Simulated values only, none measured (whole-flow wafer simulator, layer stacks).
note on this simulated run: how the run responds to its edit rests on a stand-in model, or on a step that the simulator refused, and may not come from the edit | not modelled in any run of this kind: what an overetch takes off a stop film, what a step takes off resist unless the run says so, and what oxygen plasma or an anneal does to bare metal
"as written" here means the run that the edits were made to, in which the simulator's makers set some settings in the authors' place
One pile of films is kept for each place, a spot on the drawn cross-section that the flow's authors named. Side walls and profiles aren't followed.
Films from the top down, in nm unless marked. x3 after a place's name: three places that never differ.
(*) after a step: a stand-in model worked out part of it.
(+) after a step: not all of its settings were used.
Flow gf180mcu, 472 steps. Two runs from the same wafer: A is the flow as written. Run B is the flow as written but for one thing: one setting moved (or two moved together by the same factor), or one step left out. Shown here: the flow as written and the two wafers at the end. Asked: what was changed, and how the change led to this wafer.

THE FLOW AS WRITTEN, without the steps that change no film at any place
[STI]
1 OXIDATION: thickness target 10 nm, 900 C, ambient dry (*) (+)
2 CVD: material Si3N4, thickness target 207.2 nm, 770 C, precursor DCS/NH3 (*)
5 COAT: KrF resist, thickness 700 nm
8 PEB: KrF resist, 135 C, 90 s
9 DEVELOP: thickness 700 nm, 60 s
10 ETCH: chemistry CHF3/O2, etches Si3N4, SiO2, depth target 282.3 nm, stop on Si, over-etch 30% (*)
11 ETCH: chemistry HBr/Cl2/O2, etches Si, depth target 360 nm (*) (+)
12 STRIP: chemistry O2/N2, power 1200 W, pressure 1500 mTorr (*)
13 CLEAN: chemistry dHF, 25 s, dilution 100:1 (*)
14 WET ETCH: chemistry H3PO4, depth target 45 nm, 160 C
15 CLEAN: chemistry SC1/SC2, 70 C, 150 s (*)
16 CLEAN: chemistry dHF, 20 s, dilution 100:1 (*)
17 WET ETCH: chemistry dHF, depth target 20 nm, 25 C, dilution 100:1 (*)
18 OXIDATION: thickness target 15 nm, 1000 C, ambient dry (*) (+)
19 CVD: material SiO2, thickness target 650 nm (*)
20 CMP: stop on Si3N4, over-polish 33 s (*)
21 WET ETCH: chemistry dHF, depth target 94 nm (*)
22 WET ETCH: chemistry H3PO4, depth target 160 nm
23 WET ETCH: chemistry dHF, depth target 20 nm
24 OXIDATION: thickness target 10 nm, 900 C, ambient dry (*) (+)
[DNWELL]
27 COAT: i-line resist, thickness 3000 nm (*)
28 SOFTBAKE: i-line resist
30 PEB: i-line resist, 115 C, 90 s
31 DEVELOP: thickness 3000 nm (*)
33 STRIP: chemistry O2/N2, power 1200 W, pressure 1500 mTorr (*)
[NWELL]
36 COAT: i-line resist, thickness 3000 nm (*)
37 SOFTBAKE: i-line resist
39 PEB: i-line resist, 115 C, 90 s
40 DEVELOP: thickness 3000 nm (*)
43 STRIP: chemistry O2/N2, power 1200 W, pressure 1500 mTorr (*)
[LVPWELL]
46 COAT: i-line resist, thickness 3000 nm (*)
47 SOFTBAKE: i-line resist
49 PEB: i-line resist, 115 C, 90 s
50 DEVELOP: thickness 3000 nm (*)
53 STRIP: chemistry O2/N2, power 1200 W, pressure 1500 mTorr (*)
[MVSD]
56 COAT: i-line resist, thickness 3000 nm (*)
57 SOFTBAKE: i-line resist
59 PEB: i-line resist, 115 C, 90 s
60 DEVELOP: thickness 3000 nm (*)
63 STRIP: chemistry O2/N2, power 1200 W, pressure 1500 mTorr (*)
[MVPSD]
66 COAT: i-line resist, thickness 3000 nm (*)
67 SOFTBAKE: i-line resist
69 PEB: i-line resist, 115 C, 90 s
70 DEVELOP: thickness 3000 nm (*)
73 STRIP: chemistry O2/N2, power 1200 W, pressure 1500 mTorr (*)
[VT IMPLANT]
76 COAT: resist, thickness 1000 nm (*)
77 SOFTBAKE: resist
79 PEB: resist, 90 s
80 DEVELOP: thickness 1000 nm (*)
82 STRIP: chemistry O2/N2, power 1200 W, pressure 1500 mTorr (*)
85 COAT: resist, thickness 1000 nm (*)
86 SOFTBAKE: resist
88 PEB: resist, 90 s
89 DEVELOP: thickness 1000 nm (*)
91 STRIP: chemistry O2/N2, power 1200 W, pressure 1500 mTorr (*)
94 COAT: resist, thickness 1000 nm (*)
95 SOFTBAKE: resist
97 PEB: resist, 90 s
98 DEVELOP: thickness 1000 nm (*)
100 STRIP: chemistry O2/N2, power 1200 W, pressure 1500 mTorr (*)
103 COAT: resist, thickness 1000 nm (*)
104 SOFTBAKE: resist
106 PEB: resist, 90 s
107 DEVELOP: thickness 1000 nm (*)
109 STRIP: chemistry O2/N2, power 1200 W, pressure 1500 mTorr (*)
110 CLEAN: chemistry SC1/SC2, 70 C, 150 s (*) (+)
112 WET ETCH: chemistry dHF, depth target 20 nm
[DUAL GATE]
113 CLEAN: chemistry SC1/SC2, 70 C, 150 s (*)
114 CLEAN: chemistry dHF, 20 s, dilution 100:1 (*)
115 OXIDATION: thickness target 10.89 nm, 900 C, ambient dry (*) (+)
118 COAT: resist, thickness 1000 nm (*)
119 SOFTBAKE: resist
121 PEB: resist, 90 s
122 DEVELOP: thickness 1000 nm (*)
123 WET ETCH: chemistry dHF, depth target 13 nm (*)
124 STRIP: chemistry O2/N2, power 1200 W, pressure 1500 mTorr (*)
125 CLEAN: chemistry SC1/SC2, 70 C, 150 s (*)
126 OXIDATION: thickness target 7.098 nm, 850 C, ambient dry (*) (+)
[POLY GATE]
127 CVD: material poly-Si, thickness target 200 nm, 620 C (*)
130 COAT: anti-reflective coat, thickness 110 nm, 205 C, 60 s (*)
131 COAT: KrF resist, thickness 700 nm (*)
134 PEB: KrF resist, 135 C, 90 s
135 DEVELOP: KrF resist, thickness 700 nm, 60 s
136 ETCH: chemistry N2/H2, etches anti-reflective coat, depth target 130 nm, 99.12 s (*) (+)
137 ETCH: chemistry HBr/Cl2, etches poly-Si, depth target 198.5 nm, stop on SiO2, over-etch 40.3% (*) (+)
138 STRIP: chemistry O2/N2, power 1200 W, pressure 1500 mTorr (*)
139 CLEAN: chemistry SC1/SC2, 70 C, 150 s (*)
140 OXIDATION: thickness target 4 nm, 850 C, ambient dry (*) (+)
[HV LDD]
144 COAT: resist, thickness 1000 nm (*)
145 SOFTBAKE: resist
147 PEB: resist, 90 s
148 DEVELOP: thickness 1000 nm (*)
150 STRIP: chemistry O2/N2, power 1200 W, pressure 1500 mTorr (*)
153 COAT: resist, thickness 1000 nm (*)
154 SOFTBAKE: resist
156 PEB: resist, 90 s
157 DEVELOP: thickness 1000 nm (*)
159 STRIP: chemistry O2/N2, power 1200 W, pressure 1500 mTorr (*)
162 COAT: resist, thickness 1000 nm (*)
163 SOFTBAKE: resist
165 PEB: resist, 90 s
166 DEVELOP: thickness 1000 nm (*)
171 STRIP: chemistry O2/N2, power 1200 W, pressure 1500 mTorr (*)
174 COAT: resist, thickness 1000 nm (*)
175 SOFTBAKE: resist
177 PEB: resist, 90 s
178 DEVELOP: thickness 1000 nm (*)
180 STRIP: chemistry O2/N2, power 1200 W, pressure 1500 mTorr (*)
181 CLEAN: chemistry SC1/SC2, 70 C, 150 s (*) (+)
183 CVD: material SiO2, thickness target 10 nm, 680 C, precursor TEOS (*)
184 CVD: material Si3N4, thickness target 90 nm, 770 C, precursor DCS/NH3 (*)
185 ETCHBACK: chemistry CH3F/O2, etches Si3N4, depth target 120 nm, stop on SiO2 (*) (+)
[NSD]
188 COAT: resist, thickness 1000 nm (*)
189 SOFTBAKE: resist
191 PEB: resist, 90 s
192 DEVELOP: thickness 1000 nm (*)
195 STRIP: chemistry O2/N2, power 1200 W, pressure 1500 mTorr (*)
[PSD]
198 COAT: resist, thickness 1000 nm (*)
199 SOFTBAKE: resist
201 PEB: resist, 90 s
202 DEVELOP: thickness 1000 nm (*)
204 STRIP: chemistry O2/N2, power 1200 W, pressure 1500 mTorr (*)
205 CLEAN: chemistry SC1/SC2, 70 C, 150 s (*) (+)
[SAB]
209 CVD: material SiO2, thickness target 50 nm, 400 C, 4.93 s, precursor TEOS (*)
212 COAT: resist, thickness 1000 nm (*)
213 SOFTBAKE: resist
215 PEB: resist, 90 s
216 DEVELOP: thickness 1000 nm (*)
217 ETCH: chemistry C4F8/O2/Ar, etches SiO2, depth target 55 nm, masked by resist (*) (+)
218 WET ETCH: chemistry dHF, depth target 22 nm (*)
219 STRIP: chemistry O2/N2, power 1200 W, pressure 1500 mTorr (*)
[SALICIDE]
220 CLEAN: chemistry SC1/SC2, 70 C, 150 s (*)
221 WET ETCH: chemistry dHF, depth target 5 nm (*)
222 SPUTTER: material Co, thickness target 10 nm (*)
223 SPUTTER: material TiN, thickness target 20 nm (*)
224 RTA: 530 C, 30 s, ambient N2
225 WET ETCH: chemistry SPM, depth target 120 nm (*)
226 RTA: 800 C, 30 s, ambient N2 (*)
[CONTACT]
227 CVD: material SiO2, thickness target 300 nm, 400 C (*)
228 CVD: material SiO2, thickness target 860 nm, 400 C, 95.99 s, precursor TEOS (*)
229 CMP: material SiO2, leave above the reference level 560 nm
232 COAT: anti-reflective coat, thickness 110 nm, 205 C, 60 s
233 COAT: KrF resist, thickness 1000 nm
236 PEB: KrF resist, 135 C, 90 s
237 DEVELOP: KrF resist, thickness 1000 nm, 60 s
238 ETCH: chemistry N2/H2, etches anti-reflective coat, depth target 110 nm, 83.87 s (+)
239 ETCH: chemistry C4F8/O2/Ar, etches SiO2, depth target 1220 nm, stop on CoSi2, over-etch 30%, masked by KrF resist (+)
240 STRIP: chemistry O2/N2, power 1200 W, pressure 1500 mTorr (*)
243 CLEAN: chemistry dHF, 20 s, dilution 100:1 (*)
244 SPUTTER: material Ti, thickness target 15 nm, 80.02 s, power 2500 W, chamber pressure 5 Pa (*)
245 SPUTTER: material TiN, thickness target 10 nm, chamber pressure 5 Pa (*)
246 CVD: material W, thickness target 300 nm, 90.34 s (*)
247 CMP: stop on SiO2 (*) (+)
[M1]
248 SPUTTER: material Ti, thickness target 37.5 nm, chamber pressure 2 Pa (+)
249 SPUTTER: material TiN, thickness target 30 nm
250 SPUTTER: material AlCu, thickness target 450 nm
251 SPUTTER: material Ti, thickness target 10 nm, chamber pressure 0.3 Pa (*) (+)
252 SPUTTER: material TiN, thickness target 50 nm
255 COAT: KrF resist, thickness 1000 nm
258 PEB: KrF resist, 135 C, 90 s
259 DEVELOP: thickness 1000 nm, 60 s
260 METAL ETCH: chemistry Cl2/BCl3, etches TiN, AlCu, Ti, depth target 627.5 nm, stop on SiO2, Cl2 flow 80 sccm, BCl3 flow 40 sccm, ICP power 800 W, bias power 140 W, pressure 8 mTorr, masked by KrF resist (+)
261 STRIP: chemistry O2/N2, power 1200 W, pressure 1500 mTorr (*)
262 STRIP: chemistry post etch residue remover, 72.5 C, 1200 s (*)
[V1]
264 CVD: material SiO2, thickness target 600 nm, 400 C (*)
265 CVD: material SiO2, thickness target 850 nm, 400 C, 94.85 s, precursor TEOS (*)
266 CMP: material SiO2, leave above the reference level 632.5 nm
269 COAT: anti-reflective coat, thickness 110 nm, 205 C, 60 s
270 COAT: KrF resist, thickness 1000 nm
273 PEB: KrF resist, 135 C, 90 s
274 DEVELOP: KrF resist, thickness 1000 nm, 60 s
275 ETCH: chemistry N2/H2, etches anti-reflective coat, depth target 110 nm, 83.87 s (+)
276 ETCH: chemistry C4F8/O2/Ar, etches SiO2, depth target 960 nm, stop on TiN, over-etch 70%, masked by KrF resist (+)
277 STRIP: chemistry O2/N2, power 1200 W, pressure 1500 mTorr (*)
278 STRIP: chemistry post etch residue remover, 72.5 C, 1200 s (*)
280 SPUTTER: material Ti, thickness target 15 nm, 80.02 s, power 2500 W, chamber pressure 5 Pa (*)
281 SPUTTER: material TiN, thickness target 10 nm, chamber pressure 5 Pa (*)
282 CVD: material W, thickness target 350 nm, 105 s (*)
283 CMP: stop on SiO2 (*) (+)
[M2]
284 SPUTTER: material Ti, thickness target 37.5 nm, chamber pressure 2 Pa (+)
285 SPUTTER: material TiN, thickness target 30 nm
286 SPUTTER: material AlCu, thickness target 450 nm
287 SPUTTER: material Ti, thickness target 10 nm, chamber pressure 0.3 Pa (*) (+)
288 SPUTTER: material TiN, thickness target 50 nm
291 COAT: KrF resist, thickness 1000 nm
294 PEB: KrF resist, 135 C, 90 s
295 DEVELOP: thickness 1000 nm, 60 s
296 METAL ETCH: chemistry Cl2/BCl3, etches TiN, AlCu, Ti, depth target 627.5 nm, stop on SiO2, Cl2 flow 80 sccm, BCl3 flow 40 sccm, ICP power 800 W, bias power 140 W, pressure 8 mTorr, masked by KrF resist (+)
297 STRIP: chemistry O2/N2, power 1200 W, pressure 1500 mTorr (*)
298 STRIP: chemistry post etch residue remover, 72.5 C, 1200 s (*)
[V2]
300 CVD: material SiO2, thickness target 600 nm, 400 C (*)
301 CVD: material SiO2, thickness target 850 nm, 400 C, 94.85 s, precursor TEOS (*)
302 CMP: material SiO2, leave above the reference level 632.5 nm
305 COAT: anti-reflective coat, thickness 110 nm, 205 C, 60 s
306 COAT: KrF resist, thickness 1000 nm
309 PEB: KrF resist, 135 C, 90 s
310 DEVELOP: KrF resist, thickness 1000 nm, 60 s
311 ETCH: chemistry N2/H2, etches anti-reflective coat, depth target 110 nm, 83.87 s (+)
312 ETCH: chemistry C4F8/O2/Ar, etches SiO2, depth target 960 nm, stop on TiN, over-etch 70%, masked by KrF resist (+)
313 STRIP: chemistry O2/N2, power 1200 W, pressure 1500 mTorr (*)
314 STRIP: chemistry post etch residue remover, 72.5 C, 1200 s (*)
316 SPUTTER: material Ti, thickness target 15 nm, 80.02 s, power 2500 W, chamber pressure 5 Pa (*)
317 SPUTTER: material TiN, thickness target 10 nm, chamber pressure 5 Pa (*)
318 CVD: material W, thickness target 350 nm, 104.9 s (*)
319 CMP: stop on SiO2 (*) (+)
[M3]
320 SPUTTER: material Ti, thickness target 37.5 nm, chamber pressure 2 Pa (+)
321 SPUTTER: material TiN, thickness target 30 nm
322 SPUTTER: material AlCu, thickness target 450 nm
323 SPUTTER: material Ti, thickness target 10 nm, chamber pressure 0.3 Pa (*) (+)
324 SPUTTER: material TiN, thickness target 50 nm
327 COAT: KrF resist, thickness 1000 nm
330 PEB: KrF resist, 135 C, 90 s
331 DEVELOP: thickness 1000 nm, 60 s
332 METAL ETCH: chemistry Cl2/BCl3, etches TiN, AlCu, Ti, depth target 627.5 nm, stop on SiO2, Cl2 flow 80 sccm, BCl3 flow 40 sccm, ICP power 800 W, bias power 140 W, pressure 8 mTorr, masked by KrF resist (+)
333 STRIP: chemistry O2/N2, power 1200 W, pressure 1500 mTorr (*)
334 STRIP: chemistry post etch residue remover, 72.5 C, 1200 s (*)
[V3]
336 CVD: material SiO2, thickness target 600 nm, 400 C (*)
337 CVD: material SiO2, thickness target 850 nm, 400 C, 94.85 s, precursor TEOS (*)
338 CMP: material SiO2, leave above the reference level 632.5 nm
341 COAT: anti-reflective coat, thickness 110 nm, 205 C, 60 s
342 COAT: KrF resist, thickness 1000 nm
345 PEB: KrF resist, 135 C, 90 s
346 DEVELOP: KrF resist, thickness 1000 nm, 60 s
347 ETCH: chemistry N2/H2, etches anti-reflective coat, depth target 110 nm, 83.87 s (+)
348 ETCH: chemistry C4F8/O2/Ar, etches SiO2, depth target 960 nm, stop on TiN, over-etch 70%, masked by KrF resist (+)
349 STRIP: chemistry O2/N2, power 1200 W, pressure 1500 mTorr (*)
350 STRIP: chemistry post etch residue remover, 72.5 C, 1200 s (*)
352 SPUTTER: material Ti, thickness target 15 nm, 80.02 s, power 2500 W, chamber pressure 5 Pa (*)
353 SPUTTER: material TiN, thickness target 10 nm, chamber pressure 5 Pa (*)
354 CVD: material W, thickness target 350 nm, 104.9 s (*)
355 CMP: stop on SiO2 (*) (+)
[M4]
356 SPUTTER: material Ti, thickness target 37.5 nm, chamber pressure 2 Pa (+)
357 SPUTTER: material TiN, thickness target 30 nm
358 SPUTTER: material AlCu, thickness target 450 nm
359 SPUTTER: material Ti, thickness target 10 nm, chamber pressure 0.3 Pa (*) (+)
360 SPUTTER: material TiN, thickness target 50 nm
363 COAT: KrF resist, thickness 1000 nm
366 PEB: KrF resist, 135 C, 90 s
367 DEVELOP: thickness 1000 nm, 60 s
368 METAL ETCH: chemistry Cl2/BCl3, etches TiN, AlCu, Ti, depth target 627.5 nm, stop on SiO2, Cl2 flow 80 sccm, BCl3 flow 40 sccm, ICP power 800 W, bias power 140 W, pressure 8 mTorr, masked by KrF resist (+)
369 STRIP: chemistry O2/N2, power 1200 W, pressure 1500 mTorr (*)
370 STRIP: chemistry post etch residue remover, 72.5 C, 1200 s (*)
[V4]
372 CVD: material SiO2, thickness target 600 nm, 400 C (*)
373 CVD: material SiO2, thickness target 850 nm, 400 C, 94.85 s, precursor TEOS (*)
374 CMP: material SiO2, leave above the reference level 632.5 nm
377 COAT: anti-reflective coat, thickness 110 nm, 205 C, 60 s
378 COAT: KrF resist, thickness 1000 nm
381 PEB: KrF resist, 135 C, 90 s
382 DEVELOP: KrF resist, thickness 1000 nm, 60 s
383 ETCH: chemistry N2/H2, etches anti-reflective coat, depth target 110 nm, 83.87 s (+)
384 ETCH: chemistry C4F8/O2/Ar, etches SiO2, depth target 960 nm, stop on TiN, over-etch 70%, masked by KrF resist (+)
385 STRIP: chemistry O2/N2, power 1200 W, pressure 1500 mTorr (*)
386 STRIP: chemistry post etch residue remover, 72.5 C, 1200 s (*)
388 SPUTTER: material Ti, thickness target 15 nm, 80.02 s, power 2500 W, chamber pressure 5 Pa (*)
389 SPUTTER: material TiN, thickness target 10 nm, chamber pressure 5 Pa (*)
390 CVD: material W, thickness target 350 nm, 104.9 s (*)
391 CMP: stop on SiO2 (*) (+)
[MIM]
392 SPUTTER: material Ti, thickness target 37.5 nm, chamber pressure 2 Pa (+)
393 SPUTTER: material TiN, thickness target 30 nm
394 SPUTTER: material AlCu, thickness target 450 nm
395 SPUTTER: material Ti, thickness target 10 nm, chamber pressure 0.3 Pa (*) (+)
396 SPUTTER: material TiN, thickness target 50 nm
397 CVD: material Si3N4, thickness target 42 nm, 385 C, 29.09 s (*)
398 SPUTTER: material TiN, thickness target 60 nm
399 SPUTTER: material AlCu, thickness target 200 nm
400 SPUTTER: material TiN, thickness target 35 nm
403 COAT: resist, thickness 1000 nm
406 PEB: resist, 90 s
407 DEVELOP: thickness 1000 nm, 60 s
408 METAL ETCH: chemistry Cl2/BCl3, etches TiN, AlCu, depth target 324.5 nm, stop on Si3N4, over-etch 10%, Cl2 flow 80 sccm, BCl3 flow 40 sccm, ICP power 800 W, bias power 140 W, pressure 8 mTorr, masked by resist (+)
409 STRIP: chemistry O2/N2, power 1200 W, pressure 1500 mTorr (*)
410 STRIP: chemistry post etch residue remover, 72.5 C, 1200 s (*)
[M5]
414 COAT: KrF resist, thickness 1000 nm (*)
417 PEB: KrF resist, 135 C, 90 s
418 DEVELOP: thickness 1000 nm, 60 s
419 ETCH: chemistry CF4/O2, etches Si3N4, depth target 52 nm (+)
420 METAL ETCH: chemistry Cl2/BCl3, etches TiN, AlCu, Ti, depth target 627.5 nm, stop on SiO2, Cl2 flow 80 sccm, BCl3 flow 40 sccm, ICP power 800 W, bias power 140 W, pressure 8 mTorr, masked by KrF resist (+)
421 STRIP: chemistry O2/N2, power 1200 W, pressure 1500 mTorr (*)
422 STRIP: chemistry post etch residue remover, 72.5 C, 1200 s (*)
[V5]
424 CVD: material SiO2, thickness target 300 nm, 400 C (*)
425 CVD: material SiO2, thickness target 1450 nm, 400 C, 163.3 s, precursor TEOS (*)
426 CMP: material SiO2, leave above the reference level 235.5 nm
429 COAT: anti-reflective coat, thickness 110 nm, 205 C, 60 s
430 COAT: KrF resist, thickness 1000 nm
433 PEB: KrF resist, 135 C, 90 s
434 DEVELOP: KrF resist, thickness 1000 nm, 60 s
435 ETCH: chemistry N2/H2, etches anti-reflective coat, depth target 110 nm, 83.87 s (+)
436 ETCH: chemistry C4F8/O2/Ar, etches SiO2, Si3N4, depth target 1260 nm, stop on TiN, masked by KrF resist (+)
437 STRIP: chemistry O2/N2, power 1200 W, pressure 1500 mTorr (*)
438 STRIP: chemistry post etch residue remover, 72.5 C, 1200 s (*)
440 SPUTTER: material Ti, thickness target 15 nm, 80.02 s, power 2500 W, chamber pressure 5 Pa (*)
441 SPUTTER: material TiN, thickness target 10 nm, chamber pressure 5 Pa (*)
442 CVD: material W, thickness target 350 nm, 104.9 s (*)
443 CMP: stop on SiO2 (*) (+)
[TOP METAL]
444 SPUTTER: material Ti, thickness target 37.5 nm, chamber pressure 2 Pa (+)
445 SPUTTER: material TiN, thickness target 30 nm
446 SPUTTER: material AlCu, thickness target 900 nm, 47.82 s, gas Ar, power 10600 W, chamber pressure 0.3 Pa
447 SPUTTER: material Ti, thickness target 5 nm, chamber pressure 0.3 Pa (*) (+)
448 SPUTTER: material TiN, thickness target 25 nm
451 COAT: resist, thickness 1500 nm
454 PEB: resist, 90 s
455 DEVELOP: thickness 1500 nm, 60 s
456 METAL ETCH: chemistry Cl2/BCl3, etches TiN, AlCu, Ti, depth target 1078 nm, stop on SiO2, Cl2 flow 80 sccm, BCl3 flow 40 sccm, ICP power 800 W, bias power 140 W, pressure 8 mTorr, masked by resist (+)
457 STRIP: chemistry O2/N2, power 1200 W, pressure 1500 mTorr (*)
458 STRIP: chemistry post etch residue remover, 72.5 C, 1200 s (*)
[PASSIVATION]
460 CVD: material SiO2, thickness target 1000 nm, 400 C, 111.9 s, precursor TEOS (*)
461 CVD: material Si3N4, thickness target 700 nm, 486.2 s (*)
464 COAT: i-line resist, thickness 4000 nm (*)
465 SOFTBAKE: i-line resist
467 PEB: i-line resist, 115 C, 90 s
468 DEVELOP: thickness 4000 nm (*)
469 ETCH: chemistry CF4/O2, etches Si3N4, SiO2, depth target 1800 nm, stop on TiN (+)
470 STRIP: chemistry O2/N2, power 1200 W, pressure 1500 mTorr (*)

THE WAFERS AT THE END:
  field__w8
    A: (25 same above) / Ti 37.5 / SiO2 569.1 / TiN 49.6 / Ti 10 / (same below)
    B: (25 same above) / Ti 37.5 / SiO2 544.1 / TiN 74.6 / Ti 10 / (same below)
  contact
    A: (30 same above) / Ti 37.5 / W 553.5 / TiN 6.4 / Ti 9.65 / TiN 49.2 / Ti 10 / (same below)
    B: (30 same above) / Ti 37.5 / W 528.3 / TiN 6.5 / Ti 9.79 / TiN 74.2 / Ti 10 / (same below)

The cause: step 288, SPUTTER: thickness target 75 nm was run, where the flow has thickness target 50 nm.

How the change led to this, step by step:
  288 SPUTTER: material TiN, thickness target 50 nm
      field, field__w1, field__w2 and 108 more: A TiN +50 (new film) | B TiN +75 (new film)
  296 METAL ETCH: chemistry Cl2/BCl3, etches TiN, AlCu, Ti, depth target 627.5 nm, stop on SiO2, Cl2 flow 80 sccm, BCl3 flow 40 sccm, ICP power 800 W, bias power 140 W, pressure 8 mTorr, masked by KrF resist (+)
      field, field__w1, field__w2 and 103 more: A TiN -50 (all of it), Ti -10 (all of it), AlCu -450 (all of it), TiN -30 (all of it), Ti -37.5 (all of it) | B TiN -75 (all of it), Ti -10 (all of it), AlCu -450 (all of it), TiN -30 (all of it), Ti -37.5 (all of it)
  302 CMP: material SiO2, leave above the reference level 632.5 nm
      field__w8, contact, m1, m1__w1, m1_nw: A SiO2 -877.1 | B SiO2 -902.1
  312 ETCH: chemistry C4F8/O2/Ar, etches SiO2, depth target 960 nm, stop on TiN, over-etch 70%, masked by KrF resist (+)
      field, field__w1, field__w2 and 107 more: A KrF resist -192 | B KrF resist -186
      contact: A SiO2 -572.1 (all of it) | B SiO2 -547.1 (all of it)
  318 CVD: material W, thickness target 350 nm, 104.9 s (*)
      contact: A W +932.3 (new film) | B W +907 (new film)
